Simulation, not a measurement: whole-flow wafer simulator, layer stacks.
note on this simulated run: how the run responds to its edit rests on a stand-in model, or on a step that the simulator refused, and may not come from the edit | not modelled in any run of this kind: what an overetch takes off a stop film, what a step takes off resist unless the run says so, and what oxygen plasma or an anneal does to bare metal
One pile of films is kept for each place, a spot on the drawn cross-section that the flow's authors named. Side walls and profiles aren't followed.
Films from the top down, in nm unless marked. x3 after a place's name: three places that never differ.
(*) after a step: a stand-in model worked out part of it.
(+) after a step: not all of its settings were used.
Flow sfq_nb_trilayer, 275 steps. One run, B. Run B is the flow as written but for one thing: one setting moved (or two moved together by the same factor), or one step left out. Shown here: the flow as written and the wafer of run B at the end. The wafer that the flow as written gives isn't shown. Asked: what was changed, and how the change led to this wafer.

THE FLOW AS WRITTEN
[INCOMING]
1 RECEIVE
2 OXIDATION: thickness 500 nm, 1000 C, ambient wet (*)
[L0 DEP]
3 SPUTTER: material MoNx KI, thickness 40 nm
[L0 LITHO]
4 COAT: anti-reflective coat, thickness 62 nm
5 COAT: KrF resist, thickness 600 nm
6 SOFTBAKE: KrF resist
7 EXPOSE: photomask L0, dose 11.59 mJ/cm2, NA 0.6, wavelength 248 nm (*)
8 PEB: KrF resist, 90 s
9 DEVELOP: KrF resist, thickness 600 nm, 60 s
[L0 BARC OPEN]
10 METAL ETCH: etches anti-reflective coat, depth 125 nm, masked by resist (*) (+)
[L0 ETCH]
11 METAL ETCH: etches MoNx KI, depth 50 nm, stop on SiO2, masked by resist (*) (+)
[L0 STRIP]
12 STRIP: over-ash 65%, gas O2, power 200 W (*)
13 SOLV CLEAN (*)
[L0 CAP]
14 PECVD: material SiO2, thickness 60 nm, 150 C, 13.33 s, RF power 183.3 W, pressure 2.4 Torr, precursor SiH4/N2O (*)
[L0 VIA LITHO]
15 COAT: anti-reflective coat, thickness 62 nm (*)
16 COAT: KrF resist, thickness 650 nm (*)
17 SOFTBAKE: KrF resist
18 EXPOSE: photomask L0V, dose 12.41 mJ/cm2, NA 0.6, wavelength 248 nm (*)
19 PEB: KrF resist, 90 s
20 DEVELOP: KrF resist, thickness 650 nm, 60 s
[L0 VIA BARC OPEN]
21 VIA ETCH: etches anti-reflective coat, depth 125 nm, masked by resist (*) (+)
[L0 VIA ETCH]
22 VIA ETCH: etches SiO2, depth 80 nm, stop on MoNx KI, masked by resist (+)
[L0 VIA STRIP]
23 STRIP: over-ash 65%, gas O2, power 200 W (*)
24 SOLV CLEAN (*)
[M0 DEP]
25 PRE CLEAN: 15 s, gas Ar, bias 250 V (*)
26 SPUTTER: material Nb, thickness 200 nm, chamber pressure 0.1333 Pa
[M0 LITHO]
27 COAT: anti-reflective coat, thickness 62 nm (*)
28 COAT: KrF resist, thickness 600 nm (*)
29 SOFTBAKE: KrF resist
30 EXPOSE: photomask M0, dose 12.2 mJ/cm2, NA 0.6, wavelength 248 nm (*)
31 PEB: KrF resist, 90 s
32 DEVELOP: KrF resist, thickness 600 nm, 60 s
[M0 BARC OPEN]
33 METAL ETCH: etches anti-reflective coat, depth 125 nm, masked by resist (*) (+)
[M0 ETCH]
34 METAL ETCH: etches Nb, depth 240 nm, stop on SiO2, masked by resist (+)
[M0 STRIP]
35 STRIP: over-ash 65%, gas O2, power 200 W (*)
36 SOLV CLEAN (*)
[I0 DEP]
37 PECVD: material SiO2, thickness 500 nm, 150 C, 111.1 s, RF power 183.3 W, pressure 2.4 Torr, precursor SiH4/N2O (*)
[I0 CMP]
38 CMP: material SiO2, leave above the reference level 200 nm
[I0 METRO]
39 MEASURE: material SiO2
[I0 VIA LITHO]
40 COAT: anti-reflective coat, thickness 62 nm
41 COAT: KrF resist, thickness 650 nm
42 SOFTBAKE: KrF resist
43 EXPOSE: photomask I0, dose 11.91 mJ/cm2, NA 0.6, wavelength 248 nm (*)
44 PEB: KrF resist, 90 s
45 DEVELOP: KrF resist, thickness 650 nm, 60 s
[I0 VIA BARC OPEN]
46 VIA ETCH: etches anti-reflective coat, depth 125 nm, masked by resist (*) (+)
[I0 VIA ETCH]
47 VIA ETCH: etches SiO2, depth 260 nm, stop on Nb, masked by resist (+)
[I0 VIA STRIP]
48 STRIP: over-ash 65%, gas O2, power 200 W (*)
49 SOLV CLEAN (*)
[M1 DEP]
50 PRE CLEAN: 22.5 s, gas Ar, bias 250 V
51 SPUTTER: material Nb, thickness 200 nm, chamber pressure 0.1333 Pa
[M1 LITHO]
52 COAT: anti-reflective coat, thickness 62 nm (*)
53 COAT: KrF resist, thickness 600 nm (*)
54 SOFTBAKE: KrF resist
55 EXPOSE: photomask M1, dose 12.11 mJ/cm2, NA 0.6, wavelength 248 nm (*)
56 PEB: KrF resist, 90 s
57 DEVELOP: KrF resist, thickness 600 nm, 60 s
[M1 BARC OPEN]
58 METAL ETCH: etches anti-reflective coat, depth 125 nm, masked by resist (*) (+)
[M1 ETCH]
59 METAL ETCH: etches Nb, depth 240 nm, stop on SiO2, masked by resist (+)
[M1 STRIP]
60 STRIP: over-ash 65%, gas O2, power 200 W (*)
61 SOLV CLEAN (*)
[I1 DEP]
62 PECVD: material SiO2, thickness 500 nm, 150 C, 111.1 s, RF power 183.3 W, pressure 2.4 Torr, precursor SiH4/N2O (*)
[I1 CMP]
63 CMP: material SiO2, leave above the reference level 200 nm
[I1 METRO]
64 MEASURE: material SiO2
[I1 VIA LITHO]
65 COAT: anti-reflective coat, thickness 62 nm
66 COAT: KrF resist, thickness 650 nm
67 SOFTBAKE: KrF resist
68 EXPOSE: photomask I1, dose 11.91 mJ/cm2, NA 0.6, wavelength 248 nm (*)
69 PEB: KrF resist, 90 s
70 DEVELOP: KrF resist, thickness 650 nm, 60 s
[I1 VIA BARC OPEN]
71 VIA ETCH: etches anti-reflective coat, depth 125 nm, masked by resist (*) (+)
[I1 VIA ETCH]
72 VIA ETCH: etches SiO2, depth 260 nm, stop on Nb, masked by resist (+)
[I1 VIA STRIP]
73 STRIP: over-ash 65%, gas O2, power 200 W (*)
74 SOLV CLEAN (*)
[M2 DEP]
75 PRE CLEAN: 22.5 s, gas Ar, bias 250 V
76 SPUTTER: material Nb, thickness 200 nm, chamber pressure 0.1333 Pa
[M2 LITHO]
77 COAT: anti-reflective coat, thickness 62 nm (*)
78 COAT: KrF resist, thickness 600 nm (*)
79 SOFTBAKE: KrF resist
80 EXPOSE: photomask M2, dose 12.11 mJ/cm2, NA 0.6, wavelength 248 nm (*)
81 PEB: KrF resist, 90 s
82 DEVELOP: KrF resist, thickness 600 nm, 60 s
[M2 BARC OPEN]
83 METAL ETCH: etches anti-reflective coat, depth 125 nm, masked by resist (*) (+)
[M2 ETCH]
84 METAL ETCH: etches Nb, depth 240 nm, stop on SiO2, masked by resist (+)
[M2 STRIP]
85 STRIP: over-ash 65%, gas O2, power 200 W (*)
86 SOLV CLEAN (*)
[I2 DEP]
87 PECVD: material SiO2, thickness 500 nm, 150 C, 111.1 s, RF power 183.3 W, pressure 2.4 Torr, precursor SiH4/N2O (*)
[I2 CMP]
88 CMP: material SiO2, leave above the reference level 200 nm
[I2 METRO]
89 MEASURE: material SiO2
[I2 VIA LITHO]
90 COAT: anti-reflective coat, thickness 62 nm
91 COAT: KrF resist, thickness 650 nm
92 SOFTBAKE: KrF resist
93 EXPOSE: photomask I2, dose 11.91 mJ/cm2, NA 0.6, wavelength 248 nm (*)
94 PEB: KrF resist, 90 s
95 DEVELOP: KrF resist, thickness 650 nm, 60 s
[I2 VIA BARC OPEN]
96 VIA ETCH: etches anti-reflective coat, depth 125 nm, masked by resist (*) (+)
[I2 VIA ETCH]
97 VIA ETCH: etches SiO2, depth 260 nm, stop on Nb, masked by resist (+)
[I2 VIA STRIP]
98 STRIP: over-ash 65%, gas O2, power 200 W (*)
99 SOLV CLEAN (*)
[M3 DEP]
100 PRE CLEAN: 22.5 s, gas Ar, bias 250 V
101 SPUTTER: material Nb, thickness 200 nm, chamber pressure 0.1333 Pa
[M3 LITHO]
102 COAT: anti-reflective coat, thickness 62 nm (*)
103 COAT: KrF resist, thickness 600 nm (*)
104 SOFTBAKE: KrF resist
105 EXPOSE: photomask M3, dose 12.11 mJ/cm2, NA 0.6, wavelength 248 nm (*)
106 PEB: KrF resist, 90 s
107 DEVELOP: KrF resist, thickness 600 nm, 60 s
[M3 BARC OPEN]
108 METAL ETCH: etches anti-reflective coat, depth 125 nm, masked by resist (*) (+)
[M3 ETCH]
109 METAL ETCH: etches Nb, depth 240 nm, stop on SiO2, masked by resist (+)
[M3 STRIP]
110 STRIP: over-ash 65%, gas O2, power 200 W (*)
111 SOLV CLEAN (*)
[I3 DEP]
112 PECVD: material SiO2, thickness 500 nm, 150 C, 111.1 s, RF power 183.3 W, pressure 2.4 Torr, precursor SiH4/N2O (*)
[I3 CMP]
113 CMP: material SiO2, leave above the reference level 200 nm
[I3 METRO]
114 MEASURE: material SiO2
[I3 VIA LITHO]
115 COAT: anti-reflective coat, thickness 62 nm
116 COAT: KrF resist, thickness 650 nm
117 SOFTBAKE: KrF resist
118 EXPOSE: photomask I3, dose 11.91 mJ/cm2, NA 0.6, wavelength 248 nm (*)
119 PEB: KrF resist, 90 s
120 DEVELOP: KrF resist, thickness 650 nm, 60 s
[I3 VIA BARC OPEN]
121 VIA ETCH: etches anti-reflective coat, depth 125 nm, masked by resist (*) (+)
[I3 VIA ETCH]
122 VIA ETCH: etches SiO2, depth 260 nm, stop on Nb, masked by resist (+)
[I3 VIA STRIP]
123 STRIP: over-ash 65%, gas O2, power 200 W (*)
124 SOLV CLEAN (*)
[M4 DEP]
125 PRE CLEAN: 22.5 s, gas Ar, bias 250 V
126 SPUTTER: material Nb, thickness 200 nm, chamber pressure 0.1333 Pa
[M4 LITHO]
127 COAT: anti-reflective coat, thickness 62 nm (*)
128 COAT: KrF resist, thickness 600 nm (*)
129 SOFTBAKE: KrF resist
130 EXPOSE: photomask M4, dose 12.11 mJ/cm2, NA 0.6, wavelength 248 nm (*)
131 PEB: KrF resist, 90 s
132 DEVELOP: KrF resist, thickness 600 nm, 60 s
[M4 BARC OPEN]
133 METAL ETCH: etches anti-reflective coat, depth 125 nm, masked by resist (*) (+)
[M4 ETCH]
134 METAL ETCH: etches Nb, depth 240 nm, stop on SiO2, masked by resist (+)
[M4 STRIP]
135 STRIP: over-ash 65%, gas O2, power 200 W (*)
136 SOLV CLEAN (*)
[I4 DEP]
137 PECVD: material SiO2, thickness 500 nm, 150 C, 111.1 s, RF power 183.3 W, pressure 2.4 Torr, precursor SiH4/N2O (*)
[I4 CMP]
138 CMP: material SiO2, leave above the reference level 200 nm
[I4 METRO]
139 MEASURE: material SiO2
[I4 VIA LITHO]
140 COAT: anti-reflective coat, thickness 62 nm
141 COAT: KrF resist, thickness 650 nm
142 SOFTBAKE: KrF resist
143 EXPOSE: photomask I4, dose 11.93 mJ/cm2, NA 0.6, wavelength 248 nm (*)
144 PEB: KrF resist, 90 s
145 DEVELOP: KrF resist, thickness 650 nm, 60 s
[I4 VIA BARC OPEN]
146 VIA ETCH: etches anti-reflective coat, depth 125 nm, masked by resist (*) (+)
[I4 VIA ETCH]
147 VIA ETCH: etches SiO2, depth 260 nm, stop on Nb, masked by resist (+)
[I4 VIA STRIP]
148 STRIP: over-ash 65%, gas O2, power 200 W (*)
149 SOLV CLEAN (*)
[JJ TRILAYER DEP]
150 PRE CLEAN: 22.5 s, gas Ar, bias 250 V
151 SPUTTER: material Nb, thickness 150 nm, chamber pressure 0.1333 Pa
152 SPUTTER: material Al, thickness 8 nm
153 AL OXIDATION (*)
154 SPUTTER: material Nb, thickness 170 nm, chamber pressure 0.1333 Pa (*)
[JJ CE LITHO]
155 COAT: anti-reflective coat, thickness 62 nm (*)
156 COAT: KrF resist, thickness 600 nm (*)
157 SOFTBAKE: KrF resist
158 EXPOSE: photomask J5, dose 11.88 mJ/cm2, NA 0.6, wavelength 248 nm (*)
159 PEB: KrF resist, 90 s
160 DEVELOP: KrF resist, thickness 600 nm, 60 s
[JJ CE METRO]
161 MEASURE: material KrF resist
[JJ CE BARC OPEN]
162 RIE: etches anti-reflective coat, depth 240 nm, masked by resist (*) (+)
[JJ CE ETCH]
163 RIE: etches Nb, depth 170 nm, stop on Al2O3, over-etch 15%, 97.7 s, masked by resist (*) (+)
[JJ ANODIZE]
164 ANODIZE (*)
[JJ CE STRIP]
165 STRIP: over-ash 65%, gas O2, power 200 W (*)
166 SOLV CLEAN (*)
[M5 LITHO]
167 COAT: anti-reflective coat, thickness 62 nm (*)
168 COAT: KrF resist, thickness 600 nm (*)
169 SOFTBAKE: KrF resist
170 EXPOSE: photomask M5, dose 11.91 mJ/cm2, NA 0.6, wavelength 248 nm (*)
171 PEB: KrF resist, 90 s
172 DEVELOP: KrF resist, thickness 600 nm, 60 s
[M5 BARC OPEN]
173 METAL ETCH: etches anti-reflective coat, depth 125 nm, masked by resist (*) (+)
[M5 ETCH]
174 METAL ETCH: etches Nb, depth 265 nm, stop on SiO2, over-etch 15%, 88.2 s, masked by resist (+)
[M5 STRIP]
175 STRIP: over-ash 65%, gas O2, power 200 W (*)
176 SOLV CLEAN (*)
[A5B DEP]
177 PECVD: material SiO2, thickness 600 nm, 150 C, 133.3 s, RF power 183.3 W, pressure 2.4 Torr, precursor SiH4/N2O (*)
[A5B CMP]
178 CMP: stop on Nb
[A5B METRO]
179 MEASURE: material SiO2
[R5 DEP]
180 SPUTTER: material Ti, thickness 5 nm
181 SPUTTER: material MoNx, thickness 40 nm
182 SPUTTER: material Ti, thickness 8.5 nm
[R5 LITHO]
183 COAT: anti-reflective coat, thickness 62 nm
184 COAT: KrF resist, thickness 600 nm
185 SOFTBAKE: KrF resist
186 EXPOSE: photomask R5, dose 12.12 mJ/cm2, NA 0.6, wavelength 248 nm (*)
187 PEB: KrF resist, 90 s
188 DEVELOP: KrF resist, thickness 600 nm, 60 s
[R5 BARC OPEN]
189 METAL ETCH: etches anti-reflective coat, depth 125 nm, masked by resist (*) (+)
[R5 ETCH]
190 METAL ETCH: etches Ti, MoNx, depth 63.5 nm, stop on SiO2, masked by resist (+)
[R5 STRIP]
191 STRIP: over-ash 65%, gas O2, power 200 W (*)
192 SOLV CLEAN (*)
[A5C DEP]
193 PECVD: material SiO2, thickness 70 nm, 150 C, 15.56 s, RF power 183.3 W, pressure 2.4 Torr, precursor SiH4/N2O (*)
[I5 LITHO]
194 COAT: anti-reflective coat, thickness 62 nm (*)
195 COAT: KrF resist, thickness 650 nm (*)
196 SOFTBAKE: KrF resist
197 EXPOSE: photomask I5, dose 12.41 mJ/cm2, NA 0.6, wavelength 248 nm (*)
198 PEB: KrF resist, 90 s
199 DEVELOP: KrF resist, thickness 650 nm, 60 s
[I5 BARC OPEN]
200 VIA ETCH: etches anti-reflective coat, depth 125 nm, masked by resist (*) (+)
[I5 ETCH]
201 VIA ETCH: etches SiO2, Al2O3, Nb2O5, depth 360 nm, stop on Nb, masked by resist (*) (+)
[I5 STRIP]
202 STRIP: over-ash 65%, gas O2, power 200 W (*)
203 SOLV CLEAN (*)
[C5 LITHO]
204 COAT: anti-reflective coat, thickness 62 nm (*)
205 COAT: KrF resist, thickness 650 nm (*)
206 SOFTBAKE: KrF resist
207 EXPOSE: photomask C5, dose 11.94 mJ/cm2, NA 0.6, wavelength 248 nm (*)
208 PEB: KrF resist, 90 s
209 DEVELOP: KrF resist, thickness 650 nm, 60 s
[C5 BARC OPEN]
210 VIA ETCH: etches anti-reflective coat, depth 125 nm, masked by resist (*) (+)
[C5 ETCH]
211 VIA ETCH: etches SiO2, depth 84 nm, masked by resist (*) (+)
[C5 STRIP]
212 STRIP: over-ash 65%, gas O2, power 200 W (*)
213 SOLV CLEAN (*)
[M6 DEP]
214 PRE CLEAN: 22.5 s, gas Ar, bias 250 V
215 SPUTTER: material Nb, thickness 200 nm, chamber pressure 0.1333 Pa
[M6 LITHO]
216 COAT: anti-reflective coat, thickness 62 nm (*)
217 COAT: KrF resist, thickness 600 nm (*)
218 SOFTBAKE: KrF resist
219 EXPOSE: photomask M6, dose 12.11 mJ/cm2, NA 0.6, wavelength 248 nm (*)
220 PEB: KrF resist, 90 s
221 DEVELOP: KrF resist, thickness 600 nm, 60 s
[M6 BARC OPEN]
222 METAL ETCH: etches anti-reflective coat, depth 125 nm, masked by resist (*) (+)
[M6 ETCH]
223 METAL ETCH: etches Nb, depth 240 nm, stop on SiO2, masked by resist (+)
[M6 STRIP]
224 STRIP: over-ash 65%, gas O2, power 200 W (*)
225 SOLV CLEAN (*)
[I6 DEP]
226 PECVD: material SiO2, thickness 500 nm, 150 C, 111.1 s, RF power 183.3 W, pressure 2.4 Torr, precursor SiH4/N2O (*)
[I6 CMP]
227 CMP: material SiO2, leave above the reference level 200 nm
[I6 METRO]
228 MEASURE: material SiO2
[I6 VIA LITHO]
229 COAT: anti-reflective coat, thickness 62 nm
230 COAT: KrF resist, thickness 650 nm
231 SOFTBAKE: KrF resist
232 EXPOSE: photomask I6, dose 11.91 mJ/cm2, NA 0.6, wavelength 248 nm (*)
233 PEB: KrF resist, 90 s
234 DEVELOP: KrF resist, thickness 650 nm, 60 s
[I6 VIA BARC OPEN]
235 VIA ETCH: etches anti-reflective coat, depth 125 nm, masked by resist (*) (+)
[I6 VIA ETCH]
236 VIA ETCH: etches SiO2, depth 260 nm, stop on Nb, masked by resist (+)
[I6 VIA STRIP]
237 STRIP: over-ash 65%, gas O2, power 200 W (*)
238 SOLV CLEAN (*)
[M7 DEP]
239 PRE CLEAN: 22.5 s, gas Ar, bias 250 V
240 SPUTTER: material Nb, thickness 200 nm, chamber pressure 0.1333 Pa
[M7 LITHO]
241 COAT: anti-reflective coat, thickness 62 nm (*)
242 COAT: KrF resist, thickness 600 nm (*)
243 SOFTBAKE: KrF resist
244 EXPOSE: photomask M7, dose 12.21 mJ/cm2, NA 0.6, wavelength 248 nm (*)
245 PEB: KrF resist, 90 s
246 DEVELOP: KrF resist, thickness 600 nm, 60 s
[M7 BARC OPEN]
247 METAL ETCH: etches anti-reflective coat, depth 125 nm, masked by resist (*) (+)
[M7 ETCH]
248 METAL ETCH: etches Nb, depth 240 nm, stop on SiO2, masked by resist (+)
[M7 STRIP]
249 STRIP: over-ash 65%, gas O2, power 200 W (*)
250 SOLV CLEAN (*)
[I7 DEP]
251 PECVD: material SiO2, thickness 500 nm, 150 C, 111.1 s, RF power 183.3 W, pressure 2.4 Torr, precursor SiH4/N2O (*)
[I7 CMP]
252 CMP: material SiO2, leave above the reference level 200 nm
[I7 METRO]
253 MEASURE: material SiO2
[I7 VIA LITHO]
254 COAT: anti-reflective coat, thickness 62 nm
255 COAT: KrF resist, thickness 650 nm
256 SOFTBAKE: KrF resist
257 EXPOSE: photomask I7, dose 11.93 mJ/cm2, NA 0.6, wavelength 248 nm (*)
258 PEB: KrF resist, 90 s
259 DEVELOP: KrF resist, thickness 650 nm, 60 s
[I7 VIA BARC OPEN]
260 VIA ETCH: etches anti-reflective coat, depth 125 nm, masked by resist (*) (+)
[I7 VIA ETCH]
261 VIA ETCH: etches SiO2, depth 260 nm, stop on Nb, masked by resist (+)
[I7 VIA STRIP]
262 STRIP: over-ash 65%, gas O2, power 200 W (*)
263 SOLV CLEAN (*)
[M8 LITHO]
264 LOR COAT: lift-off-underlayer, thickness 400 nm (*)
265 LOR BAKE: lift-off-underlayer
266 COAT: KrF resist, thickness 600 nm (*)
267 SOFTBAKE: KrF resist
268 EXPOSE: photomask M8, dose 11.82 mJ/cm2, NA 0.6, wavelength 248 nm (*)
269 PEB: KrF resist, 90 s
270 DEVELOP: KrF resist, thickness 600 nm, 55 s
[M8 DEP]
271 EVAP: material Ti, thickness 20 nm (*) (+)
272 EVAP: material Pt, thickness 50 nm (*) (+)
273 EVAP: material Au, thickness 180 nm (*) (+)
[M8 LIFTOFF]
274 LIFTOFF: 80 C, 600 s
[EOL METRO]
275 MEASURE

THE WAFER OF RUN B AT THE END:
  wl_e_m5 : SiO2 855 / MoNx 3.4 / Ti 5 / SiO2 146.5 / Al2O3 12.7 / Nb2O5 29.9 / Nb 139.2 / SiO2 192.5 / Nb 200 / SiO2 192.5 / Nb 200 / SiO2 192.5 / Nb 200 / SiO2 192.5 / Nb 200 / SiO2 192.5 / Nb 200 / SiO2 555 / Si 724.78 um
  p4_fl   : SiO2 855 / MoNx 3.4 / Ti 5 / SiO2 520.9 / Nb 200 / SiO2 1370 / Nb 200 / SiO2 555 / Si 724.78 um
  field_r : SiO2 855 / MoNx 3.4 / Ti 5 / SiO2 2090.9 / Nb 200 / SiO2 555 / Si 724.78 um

The cause: step 190, METAL ETCH: depth 45.1 nm was run, where the flow has depth 63.5 nm.

How the change led to this, step by step:
  190 METAL ETCH: etches Ti, MoNx, depth 63.5 nm, stop on SiO2, masked by resist (+)
      field_l, v_sur, via_wl and 92 more: Ti -8.5 (all of it), MoNx -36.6 (as written it would be: Ti -8.5 (all of it), MoNx -40 (all of it), Ti -5 (all of it))
      ce_l, c5j, ce_r, wl_jj: Ti -8.5 (all of it), MoNx -36.6 (as written it would be: Ti -8.5 (all of it), MoNx -40 (all of it), Ti -5 (all of it), Nb -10)
      (and at 7 more places)
  193 PECVD: material SiO2, thickness 70 nm, 150 C, 15.56 s, RF power 183.3 W, pressure 2.4 Torr, precursor SiH4/N2O (*)
      field_l, v_sur, via_wl and 92 more: SiO2 +70 (new film) (as written it would be: SiO2 +70)
  194 COAT: anti-reflective coat, thickness 62 nm (*)
      wl_j_sl, wl_j_sr: anti-reflective coat +62 (new film) (as written it would be: anti-reflective coat +60.2 (new film))
      r5r_spacepad_l, r5r_spacepad_r: anti-reflective coat +80.8 (new film) (as written it would be: anti-reflective coat +84.4 (new film))
      (and at 11 more places)
  201 VIA ETCH: etches SiO2, Al2O3, Nb2O5, depth 360 nm, stop on Nb, masked by resist (*) (+)
      be: SiO2 -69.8 (all of it), MoNx -3.4 (all of it), Ti -5 (all of it), SiO2 -146.5 (all of it), Al2O3 -12.7 (all of it), Nb2O5 -29.9 (all of it) (as written it would be: SiO2 -216.4 (all of it), Al2O3 -12.7 (all of it), Nb2O5 -29.9 (all of it))
  202 STRIP: over-ash 65%, gas O2, power 200 W (*)
      wl_j_sl, wl_j_sr: KrF resist -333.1 (all of it), anti-reflective coat -62 (all of it) (as written it would be: KrF resist -333.3 (all of it), anti-reflective coat -60.2 (all of it))
      r5r_spacepad_l, r5r_spacepad_r: KrF resist -335.3 (all of it), anti-reflective coat -80.8 (all of it) (as written it would be: KrF resist -335.6 (all of it), anti-reflective coat -84.4 (all of it))
      (and at 11 more places)
  204 COAT: anti-reflective coat, thickness 62 nm (*)
      wl_j_sl, wl_j_sr: anti-reflective coat +62 (new film) (as written it would be: anti-reflective coat +60.2 (new film))
      r5r_spacepad_l, r5r_spacepad_r: anti-reflective coat +80.8 (new film) (as written it would be: anti-reflective coat +84.4 (new film))
      (and at 11 more places)
  210 VIA ETCH: etches anti-reflective coat, depth 125 nm, masked by resist (*) (+)
      c5j: anti-reflective coat -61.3 (all of it), SiO2 -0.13 (as written it would be: anti-reflective coat -63.9 (all of it), SiO2 -0.11)
  211 VIA ETCH: etches SiO2, depth 84 nm, masked by resist (*) (+)
      c5j: SiO2 -69.9 (all of it) (as written it would be: SiO2 -69.9 (all of it), Nb -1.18)
  212 STRIP: over-ash 65%, gas O2, power 200 W (*)
      wl_j_sl, wl_j_sr: KrF resist -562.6 (all of it), anti-reflective coat -62 (all of it) (as written it would be: KrF resist -563.4 (all of it), anti-reflective coat -60.2 (all of it))
      r5r_spacepad_l, r5r_spacepad_r: KrF resist -564.8 (all of it), anti-reflective coat -80.8 (all of it) (as written it would be: KrF resist -565.8 (all of it), anti-reflective coat -84.4 (all of it))
      (and at 10 more places)
  214 PRE CLEAN: 22.5 s, gas Ar, bias 250 V
      c5j: MoNx -3.4 (all of it), Ti -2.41 (as written it would be: Nb -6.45)
  215 SPUTTER: material Nb, thickness 200 nm, chamber pressure 0.1333 Pa
      c5j: Nb +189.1 (new film) (as written it would be: Nb +188.4)
  216 COAT: anti-reflective coat, thickness 62 nm (*)
      r5r_line_l, r5r_line_c, r5r_line_r: anti-reflective coat +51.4 (new film) (as written it would be: anti-reflective coat +50 (new film))
      wl_j_sl, wl_j_sr: anti-reflective coat +62 (new film) (as written it would be: anti-reflective coat +60.2 (new film))
      (and at 12 more places)
  222 METAL ETCH: etches anti-reflective coat, depth 125 nm, masked by resist (*) (+)
      r5r_line_l, r5r_line_c, r5r_line_r: anti-reflective coat -51.4 (all of it) (as written it would be: anti-reflective coat -50 (all of it))
      r5r_spacepad_l, r5r_spacepad_r: anti-reflective coat -81.6 (all of it) (as written it would be: anti-reflective coat -85.7 (all of it))
      (and at 1 more place)
  224 STRIP: over-ash 65%, gas O2, power 200 W (*)
      wl_j_sl, wl_j_sr: KrF resist -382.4 (all of it), anti-reflective coat -62 (all of it) (as written it would be: KrF resist -382.5 (all of it), anti-reflective coat -60.2 (all of it))
      be_sur: KrF resist -371.1 (all of it), anti-reflective coat -42.9 (all of it) (as written it would be: KrF resist -371.2 (all of it), anti-reflective coat -43.8 (all of it))
      (and at 8 more places)
  227 CMP: material SiO2, leave above the reference level 200 nm
      ce_l, ce_r, wl_jj: SiO2 -300 (as written it would be: SiO2 -290)
      be_r, r_sur, r_end: SiO2 -345.1 (as written it would be: SiO2 -353.5)
      (and at 7 more places)
Counting metal films that touch as one body, wl_e_m5 has 7 bodies (between them, from the top down: SiO2 146.5 / Al2O3 12.7 / Nb2O5 29.9; SiO2 192.5; SiO2 192.5; SiO2 192.5; SiO2 192.5; SiO2 192.5); the flow as written gives 6 bodies (between them, from the top down: SiO2 192.5; SiO2 192.5; SiO2 192.5; SiO2 192.5; SiO2 192.5).
Counting metal films that touch as one body, p4_fl has 3 bodies (between them, from the top down: SiO2 520.9; SiO2 1370); the flow as written gives 2 bodies (between them, from the top down: SiO2 1370).
Counting metal films that touch as one body, field_r has 2 bodies (between them, from the top down: SiO2 2090.9); the flow as written gives 1 body.
